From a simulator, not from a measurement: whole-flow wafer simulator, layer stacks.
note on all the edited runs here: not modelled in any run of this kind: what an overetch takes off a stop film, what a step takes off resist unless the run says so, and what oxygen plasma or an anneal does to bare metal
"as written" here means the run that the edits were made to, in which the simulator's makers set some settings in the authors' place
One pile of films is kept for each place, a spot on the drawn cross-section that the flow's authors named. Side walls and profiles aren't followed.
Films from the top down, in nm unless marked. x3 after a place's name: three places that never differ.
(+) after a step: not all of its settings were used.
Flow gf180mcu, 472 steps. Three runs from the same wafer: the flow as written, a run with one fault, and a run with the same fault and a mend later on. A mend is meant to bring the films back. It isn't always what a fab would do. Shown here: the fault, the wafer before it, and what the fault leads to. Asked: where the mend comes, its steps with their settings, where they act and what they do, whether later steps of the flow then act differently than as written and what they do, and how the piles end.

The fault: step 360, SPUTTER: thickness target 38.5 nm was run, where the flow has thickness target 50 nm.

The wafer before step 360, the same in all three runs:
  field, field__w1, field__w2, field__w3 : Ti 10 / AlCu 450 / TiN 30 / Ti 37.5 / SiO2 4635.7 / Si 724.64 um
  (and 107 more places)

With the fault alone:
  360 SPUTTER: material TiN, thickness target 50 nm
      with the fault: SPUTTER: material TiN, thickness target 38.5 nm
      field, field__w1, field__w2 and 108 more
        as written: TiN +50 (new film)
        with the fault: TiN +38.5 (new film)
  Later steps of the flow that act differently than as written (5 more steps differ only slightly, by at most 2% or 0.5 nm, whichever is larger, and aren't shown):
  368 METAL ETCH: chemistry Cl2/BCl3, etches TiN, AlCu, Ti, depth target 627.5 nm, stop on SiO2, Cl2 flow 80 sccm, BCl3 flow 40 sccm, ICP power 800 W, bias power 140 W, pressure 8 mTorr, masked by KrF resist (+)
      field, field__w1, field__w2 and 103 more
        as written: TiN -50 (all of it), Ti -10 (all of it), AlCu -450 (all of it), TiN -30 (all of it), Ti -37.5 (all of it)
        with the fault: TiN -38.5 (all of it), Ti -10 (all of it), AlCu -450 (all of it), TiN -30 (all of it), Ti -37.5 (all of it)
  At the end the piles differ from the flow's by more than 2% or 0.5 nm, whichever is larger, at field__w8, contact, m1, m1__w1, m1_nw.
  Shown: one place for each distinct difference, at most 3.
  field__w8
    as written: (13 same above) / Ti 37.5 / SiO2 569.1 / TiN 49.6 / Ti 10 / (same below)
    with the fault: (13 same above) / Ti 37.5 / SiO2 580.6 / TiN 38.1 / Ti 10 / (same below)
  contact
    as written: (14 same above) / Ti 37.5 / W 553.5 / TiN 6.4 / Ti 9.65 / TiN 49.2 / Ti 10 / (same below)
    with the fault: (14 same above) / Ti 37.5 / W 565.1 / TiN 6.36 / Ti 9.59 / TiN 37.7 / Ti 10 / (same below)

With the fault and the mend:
  The mend comes after step 360.
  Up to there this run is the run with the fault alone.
  360a SPUTTER: material TiN, thickness target 11.5 nm (the flow's step 360 once more, with other settings)
      field, field__w1, field__w2 and 108 more
        TiN +11.5
  No later step of the flow acts differently than as written at any place that is followed.
  At the end the piles are the same as the flow's at every place that both follow.
